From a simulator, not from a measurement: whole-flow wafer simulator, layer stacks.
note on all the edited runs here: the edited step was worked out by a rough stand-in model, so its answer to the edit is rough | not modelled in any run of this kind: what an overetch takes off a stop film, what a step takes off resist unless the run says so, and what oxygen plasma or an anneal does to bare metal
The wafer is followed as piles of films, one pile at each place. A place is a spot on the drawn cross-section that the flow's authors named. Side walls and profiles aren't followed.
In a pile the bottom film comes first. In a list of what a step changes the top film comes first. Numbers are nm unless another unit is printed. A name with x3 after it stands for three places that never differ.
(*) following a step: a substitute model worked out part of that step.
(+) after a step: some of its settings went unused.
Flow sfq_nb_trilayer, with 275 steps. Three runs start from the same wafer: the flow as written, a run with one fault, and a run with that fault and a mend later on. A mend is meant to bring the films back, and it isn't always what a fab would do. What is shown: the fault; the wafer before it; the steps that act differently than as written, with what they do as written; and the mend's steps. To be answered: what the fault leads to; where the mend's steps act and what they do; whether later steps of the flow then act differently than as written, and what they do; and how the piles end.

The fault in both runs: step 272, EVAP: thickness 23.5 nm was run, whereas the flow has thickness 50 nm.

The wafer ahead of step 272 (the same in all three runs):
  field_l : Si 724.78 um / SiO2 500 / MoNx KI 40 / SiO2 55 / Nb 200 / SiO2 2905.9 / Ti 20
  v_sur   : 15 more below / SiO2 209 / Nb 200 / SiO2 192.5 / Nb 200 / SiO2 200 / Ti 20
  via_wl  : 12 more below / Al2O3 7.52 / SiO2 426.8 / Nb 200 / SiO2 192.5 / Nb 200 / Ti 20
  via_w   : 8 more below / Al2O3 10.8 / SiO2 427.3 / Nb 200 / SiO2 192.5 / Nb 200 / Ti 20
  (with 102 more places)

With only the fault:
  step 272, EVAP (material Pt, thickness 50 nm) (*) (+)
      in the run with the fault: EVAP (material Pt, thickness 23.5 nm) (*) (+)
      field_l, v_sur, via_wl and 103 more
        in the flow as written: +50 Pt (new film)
        in the run with the fault: +23.5 Pt (new film)
  Later steps of the flow acting differently than as written:
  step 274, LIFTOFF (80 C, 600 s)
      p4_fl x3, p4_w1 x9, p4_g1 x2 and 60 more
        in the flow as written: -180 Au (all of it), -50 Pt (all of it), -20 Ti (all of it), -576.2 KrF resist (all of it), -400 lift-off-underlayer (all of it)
        in the run with the fault: -180 Au (all of it), -23.5 Pt (all of it), -20 Ti (all of it), -576.2 KrF resist (all of it), -400 lift-off-underlayer (all of it)
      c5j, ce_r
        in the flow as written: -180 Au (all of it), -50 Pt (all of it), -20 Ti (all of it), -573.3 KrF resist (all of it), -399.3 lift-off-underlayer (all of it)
        in the run with the fault: -180 Au (all of it), -23.5 Pt (all of it), -20 Ti (all of it), -573.3 KrF resist (all of it), -399.3 lift-off-underlayer (all of it)
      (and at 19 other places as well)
  The piles end different from the flow's at field_l, v_sur, via_wl and 8 more by more than 2% or 0.5 nm, whichever is larger.
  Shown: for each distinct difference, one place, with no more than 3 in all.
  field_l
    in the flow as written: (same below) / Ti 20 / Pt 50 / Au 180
    in the run with the fault: (same below) / Ti 20 / Pt 23.5 / Au 180

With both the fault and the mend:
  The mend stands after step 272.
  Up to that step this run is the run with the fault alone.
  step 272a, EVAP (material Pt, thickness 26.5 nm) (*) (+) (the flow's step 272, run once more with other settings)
      field_l, v_sur, via_wl and 103 more
        +26.5 Pt
  None of the later steps of the flow acts differently than as written at any place that is followed.
  At every place that both follow, the piles at the end match the flow's.
